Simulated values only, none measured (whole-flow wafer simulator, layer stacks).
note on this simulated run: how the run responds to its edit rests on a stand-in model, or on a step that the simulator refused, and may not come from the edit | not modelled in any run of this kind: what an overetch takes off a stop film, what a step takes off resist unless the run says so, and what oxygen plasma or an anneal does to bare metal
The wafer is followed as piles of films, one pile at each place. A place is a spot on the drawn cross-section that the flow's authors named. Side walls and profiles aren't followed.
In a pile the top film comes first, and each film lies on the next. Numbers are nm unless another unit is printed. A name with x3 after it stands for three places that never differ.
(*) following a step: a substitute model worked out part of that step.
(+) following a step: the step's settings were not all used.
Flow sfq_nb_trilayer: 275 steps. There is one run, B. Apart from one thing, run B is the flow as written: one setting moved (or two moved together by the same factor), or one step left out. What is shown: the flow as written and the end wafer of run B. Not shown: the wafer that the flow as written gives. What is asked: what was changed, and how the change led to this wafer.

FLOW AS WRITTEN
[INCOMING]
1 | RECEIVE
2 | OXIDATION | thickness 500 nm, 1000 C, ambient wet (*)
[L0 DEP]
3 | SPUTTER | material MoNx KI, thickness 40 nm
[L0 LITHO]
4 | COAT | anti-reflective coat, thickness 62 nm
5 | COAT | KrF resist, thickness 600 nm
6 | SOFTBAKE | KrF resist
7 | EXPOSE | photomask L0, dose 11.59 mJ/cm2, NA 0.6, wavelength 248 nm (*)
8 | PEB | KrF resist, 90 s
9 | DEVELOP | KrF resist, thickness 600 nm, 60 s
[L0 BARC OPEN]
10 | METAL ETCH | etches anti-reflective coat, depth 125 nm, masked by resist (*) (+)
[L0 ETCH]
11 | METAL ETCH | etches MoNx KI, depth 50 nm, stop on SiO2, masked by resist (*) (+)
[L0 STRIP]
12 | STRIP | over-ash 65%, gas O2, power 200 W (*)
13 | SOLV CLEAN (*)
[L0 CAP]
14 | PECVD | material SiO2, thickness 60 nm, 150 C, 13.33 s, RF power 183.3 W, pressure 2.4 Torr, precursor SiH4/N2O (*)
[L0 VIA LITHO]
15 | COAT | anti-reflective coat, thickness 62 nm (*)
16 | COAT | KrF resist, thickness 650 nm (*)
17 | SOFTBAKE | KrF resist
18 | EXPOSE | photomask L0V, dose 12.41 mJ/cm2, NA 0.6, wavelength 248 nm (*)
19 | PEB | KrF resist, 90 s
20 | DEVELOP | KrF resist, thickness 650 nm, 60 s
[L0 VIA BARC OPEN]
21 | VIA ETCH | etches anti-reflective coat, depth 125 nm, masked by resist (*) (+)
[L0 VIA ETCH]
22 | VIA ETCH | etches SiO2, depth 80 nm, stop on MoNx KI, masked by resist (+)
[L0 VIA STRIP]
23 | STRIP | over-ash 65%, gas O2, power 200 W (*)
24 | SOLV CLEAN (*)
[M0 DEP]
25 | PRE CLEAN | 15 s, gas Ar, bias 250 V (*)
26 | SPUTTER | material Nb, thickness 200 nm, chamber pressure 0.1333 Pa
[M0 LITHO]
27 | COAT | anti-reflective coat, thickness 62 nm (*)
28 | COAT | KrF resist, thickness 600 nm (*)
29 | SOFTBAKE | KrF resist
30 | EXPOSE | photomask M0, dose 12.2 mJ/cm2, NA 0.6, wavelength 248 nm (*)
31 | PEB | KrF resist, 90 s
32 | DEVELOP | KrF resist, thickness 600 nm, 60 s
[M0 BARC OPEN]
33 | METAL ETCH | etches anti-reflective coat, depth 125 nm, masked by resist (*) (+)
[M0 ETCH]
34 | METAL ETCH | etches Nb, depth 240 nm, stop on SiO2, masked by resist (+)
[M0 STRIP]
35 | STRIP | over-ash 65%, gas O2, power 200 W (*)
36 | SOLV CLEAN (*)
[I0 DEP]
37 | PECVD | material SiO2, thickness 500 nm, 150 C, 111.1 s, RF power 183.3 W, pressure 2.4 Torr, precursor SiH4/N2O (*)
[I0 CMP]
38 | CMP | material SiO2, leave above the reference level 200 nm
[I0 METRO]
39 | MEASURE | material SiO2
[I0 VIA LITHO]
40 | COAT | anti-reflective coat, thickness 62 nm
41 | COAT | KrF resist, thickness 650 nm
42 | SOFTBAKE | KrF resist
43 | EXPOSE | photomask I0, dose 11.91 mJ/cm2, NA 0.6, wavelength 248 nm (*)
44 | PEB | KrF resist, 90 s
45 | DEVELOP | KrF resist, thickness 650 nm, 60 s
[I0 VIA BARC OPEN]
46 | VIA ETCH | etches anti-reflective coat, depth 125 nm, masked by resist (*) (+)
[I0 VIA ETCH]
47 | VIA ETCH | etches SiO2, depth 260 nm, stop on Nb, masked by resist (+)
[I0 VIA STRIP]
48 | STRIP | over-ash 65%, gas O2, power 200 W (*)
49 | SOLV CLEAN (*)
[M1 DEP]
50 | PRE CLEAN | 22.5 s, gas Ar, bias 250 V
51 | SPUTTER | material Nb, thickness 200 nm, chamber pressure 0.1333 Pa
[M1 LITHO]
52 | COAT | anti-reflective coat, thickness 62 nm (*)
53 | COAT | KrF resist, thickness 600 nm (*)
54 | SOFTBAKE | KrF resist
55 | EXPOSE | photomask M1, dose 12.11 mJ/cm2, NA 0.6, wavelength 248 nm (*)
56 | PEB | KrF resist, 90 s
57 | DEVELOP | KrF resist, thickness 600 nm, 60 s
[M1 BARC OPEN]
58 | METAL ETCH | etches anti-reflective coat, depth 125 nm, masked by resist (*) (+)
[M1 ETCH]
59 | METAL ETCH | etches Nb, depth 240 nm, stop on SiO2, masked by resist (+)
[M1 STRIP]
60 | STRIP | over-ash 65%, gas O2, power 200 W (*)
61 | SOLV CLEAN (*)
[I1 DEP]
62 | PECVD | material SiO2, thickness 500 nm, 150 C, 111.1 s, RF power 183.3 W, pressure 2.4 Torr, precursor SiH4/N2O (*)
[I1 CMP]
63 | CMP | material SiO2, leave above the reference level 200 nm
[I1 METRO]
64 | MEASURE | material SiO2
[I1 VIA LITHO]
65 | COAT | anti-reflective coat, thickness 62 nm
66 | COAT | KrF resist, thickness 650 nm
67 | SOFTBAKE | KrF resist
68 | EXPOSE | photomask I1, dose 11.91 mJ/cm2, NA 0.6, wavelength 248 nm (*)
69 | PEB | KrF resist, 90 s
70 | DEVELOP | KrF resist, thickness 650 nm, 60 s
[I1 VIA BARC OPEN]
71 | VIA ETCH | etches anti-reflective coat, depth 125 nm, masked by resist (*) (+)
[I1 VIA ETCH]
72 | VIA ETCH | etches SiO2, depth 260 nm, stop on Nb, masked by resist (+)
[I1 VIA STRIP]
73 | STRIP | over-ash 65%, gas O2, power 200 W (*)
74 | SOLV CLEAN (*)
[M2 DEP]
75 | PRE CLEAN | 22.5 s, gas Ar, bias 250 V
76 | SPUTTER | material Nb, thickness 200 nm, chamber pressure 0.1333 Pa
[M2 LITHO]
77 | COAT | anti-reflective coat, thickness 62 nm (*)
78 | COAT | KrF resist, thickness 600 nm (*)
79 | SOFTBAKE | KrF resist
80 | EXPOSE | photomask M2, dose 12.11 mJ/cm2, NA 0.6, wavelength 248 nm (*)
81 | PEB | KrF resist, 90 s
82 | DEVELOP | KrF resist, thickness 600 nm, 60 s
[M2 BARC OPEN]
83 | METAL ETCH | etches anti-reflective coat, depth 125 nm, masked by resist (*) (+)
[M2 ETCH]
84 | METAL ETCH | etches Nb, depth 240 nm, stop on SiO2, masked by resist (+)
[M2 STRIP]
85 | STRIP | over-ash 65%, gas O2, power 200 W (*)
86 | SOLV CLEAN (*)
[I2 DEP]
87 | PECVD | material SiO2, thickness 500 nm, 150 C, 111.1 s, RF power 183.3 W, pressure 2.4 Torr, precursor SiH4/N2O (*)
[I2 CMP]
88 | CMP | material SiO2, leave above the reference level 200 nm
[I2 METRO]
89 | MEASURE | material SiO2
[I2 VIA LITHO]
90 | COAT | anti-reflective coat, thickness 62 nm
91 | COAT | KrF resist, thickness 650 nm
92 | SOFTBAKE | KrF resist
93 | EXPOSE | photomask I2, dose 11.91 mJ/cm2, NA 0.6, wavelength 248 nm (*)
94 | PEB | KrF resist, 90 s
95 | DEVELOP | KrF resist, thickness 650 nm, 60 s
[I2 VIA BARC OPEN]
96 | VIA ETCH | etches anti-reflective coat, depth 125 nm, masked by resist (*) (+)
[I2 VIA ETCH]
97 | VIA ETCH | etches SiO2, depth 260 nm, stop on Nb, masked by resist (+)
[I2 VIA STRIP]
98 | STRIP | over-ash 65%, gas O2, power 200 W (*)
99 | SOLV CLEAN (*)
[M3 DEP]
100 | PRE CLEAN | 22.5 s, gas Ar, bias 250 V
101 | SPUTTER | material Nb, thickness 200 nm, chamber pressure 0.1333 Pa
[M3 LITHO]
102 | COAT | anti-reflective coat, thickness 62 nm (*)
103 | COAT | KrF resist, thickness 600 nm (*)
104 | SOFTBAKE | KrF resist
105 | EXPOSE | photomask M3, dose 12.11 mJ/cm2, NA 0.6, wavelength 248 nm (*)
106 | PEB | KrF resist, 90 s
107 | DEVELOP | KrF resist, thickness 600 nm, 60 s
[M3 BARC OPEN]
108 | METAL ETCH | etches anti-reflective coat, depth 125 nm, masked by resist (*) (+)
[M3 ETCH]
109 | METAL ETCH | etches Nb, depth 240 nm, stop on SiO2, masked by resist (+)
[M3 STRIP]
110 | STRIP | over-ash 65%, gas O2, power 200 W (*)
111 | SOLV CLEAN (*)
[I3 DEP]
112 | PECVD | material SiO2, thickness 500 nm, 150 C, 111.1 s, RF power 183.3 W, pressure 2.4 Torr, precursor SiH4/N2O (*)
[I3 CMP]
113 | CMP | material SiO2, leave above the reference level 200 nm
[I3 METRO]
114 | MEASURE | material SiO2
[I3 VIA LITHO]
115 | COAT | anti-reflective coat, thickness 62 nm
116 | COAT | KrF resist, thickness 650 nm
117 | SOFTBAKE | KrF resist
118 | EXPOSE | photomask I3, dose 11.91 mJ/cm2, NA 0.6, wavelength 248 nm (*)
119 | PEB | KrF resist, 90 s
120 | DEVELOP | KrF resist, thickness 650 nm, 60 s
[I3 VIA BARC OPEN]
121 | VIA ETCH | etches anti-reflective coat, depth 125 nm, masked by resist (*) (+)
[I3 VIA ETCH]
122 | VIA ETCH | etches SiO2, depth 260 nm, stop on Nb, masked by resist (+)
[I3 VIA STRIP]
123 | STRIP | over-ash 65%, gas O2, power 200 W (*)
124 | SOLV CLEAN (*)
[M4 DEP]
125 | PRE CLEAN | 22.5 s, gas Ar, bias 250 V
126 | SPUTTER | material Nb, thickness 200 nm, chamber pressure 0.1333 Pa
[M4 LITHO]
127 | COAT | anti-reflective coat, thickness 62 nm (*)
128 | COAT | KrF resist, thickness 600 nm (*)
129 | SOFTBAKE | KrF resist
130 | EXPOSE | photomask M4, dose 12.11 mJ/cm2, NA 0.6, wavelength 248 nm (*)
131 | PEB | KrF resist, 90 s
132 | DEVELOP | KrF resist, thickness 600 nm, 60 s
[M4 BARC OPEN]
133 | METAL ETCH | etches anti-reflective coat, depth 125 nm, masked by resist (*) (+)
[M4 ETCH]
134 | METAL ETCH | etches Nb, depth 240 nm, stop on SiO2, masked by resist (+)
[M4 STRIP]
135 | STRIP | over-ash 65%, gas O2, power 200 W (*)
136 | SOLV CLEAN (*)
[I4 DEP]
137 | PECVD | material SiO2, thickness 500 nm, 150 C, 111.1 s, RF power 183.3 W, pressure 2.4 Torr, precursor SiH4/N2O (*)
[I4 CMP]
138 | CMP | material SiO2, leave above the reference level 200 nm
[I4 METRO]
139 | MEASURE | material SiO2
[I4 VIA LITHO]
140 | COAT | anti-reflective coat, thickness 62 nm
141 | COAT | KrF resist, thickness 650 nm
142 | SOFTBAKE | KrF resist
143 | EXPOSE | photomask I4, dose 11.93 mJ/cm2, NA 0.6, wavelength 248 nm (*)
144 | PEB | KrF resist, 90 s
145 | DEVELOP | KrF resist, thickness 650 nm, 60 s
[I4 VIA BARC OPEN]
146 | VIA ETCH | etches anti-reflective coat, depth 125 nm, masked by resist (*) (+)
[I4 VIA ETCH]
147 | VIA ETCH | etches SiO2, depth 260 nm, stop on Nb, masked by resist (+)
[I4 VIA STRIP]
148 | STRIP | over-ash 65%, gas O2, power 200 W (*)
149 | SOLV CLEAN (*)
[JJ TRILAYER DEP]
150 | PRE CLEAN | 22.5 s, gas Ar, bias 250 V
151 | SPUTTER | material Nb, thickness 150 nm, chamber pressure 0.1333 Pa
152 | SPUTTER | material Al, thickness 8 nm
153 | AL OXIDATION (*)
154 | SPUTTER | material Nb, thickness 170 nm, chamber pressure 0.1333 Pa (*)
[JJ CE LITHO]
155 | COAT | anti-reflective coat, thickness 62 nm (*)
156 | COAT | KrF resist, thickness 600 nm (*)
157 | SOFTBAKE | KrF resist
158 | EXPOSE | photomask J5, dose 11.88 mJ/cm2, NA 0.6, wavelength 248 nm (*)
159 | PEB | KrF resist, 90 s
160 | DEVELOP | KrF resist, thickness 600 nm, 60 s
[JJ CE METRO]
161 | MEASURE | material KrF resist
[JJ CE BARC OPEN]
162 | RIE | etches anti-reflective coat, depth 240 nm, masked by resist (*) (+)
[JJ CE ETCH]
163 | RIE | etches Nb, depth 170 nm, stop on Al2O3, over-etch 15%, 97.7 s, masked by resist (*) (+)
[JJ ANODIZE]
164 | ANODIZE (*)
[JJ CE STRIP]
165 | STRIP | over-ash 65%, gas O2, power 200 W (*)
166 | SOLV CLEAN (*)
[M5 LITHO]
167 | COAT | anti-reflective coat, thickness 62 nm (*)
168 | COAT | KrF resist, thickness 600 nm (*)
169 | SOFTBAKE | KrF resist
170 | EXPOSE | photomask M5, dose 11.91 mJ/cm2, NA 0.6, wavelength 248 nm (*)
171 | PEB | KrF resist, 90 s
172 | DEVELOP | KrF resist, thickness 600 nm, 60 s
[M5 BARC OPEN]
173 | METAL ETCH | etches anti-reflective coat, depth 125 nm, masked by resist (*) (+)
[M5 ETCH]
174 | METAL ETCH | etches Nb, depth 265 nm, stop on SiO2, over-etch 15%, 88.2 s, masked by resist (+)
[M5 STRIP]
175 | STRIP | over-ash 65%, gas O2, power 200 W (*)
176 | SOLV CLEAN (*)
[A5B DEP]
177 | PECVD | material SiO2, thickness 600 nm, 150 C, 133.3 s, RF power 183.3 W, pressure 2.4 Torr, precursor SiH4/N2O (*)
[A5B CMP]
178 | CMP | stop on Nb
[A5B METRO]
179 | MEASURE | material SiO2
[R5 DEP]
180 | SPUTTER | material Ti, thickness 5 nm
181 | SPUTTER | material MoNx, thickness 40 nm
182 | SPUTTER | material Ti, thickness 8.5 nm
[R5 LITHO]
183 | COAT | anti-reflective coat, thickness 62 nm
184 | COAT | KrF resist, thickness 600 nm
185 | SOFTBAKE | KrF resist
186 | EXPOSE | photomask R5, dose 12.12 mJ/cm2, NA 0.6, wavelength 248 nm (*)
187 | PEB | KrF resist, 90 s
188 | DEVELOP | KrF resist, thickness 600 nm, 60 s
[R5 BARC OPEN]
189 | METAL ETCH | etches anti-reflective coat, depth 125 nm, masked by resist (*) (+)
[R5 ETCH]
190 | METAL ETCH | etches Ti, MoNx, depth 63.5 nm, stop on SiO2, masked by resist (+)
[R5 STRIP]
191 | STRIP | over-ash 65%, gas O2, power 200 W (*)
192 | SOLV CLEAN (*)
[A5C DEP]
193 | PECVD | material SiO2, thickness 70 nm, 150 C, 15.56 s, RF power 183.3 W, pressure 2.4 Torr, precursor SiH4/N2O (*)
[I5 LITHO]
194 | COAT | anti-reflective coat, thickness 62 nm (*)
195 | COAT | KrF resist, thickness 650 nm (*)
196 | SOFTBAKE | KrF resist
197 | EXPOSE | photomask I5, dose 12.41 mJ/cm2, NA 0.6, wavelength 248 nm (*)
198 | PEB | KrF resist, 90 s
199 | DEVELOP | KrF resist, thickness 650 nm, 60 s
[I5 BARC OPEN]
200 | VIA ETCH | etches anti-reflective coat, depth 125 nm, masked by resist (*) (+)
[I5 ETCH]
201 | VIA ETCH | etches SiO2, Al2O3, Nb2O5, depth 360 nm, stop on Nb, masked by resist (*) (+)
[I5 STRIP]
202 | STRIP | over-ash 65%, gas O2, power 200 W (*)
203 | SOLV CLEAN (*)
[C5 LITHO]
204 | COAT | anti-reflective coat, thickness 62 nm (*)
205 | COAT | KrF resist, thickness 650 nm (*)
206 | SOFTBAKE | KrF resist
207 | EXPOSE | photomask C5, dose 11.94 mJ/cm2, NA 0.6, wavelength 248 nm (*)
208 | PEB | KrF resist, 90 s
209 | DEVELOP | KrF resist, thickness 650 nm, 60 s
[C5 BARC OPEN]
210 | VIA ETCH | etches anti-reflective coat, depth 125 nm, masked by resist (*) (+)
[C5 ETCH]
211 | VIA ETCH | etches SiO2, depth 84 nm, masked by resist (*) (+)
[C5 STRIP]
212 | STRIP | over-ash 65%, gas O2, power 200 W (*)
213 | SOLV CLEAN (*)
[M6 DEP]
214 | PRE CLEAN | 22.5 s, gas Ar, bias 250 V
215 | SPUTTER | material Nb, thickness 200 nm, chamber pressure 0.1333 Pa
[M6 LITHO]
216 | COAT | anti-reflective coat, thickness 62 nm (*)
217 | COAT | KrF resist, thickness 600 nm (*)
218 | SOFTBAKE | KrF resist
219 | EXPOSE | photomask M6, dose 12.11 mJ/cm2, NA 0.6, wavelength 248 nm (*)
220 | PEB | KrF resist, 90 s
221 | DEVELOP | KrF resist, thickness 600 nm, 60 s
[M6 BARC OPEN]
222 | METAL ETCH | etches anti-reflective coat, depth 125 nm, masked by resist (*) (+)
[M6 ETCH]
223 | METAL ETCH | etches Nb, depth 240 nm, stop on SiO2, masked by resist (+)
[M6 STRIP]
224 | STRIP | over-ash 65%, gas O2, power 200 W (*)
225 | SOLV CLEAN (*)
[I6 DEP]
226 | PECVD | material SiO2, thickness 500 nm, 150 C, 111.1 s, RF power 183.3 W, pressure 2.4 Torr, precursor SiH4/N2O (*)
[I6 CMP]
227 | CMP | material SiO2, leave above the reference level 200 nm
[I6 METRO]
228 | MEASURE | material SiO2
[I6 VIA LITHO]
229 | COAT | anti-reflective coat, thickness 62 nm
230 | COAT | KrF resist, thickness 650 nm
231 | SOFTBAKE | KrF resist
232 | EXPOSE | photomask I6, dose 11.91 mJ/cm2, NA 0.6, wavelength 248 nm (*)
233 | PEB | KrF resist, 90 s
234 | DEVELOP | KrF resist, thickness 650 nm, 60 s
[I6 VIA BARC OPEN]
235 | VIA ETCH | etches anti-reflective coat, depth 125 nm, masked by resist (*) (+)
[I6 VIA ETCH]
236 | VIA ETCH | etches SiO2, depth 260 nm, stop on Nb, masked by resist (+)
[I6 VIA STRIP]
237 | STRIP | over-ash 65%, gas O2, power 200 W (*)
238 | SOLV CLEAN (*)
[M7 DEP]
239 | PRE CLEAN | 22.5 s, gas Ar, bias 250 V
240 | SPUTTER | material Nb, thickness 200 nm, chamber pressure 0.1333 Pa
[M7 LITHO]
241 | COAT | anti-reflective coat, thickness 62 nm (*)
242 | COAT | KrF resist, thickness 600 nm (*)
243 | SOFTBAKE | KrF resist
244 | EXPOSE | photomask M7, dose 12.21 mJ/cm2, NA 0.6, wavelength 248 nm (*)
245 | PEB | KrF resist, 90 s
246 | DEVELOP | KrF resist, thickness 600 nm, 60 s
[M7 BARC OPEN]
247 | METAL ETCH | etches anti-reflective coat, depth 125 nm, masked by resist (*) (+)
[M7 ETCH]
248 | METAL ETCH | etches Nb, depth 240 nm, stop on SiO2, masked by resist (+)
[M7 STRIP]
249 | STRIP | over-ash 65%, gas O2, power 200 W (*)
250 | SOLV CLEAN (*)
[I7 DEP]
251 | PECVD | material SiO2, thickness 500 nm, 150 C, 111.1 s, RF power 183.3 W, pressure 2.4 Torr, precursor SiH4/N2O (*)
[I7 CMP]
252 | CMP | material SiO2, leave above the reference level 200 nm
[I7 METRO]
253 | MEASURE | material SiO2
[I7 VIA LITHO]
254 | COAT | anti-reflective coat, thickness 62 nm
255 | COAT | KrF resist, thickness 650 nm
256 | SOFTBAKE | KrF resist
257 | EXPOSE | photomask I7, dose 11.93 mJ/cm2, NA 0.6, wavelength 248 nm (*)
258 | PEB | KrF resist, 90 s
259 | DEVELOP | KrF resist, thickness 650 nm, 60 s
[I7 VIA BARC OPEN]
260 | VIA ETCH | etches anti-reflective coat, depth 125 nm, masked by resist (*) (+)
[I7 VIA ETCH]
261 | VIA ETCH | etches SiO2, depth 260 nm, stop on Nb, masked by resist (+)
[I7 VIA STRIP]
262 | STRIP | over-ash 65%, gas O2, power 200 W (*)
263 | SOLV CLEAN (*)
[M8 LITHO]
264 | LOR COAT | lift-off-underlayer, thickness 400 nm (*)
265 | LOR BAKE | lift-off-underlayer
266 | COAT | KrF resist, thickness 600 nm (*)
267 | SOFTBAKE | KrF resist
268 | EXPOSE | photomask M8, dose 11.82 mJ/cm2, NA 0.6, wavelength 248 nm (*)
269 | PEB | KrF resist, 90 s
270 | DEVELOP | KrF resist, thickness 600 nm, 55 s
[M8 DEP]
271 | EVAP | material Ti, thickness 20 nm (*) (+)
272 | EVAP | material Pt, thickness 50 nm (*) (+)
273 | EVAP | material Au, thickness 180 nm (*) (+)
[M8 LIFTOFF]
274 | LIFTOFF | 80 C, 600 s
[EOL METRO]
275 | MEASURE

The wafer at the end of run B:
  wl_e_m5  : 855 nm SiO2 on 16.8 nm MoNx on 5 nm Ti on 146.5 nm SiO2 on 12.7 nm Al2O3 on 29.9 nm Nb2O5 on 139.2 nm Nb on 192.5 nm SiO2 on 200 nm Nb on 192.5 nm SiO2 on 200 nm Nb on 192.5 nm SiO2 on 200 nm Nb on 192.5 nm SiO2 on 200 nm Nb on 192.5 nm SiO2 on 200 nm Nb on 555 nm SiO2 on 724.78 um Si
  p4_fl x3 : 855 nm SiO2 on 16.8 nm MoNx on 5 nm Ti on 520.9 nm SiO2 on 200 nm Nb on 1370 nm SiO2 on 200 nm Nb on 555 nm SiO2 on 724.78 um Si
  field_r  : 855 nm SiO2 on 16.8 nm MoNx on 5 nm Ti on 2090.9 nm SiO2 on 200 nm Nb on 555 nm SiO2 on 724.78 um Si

Cause: step 190, METAL ETCH: depth 31.75 nm was run, whereas the flow has depth 63.5 nm.

The path from the change to this, step by step:
  190 | METAL ETCH | etches Ti, MoNx, depth 63.5 nm, stop on SiO2, masked by resist (+)
      field_l, v_sur, via_wl and 92 more: -8.5 Ti (all of it), -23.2 MoNx (as written it would have been: -8.5 Ti (all of it), -40 MoNx (all of it), -5 Ti (all of it))
      ce_l, c5j, ce_r, wl_jj: -8.5 Ti (all of it), -23.2 MoNx (as written it would have been: -8.5 Ti (all of it), -40 MoNx (all of it), -5 Ti (all of it), -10 Nb)
      (as well as at 7 more places)
  191 | STRIP | over-ash 65%, gas O2, power 200 W (*)
      be_r, r_sur, res, r_end, r5r_line_l, r5r_line_c, r5r_line_r: -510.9 KrF resist (all of it), -62 anti-reflective coat (all of it) (as written it would have been: -498.2 KrF resist (all of it), -62 anti-reflective coat (all of it))
  193 | PECVD | material SiO2, thickness 70 nm, 150 C, 15.56 s, RF power 183.3 W, pressure 2.4 Torr, precursor SiH4/N2O (*)
      field_l, v_sur, via_wl and 92 more: +70 SiO2 (new film) (as written it would have been: +70 SiO2)
  194 | COAT | anti-reflective coat, thickness 62 nm (*)
      wl_j_sl, wl_j_sr: +62 anti-reflective coat (new film) (as written it would have been: +60.2 anti-reflective coat (new film))
      r5r_spacepad_l, r5r_spacepad_r: +75 anti-reflective coat (new film) (as written it would have been: +84.4 anti-reflective coat (new film))
      (as well as at 15 more places)
  201 | VIA ETCH | etches SiO2, Al2O3, Nb2O5, depth 360 nm, stop on Nb, masked by resist (*) (+)
      be: -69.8 SiO2 (all of it), -16.8 MoNx (all of it), -5 Ti (all of it), -146.5 SiO2 (all of it), -12.7 Al2O3 (all of it), -29.9 Nb2O5 (all of it) (as written it would have been: -216.4 SiO2 (all of it), -12.7 Al2O3 (all of it), -29.9 Nb2O5 (all of it))
  202 | STRIP | over-ash 65%, gas O2, power 200 W (*)
      wl_j_sl, wl_j_sr: -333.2 KrF resist (all of it), -62 anti-reflective coat (all of it) (as written it would have been: -333.3 KrF resist (all of it), -60.2 anti-reflective coat (all of it))
      r5r_spacepad_l, r5r_spacepad_r: -334.7 KrF resist (all of it), -75 anti-reflective coat (all of it) (as written it would have been: -335.6 KrF resist (all of it), -84.4 anti-reflective coat (all of it))
      (as well as at 15 more places)
  204 | COAT | anti-reflective coat, thickness 62 nm (*)
      wl_j_sl, wl_j_sr: +62 anti-reflective coat (new film) (as written it would have been: +60.2 anti-reflective coat (new film))
      r5r_spacepad_l, r5r_spacepad_r: +75 anti-reflective coat (new film) (as written it would have been: +84.4 anti-reflective coat (new film))
      (as well as at 17 more places)
  210 | VIA ETCH | etches anti-reflective coat, depth 125 nm, masked by resist (*) (+)
      field_l, v_sur, via_wl and 101 more: -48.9 KrF resist (as written it would have been: -47.4 KrF resist)
      c5j: -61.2 anti-reflective coat (all of it), -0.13 SiO2 (as written it would have been: -63.9 anti-reflective coat (all of it), -0.11 SiO2)
      (as well as at 1 more place)
  211 | VIA ETCH | etches SiO2, depth 84 nm, masked by resist (*) (+)
      c5j: -69.9 SiO2 (all of it) (as written it would have been: -69.9 SiO2 (all of it), -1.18 Nb)
  212 | STRIP | over-ash 65%, gas O2, power 200 W (*)
      wl_j_sl, wl_j_sr: -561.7 KrF resist (all of it), -62 anti-reflective coat (all of it) (as written it would have been: -563.4 KrF resist (all of it), -60.2 anti-reflective coat (all of it))
      r5r_spacepad_l, r5r_spacepad_r: -563.2 KrF resist (all of it), -75 anti-reflective coat (all of it) (as written it would have been: -565.8 KrF resist (all of it), -84.4 anti-reflective coat (all of it))
      (as well as at 15 more places)
  214 | PRE CLEAN | 22.5 s, gas Ar, bias 250 V
      c5j: -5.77 MoNx (as written it would have been: -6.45 Nb)
  215 | SPUTTER | material Nb, thickness 200 nm, chamber pressure 0.1333 Pa
      c5j: +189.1 Nb (new film) (as written it would have been: +188.4 Nb)
      be: +142.5 Nb (as written it would have been: +147.3 Nb)
  216 | COAT | anti-reflective coat, thickness 62 nm (*)
      r5r_line_l, r5r_line_c, r5r_line_r: +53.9 anti-reflective coat (new film) (as written it would have been: +50 anti-reflective coat (new film))
      wl_j_sl, wl_j_sr: +62 anti-reflective coat (new film) (as written it would have been: +60.2 anti-reflective coat (new film))
      (as well as at 16 more places)
  217 | COAT | KrF resist, thickness 600 nm (*)
      be: +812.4 KrF resist (new film) (as written it would have been: +793.9 KrF resist (new film))
  222 | METAL ETCH | etches anti-reflective coat, depth 125 nm, masked by resist (*) (+)
      r5r_line_l, r5r_line_c, r5r_line_r: -53.9 anti-reflective coat (all of it) (as written it would have been: -50 anti-reflective coat (all of it))
      r5r_spacepad_l, r5r_spacepad_r: -75.4 anti-reflective coat (all of it) (as written it would have been: -85.7 anti-reflective coat (all of it))
      (as well as at 2 more places)
  224 | STRIP | over-ash 65%, gas O2, power 200 W (*)
      wl_j_sl, wl_j_sr: -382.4 KrF resist (all of it), -62 anti-reflective coat (all of it) (as written it would have been: -382.5 KrF resist (all of it), -60.2 anti-reflective coat (all of it))
      wire: -368 KrF resist (all of it), -47.2 anti-reflective coat (all of it) (as written it would have been: -369.8 KrF resist (all of it), -48.3 anti-reflective coat (all of it))
      (as well as at 11 more places)
  ... and 1 more step ...
  227 | CMP | material SiO2, leave above the reference level 200 nm
      ce_l, ce_r, wl_jj: -300 SiO2 (as written it would have been: -290 SiO2)
      be_r, r_sur, r_end: -331.8 SiO2 (as written it would have been: -353.5 SiO2)
      (as well as at 7 more places)
If metal films that touch count as one body, wl_e_m5 has 7 bodies (between them, from the top down: SiO2 146.5 / Al2O3 12.7 / Nb2O5 29.9; SiO2 192.5; SiO2 192.5; SiO2 192.5; SiO2 192.5; SiO2 192.5); the flow as written gives 6 bodies (between them, from the top down: SiO2 192.5; SiO2 192.5; SiO2 192.5; SiO2 192.5; SiO2 192.5).
If metal films that touch count as one body, p4_fl x3 has 3 bodies (between them, from the top down: SiO2 520.9; SiO2 1370); the flow as written gives 2 bodies (between them, from the top down: SiO2 1370).
If metal films that touch count as one body, field_r has 2 bodies (between them, from the top down: SiO2 2090.9); the flow as written gives 1 body.
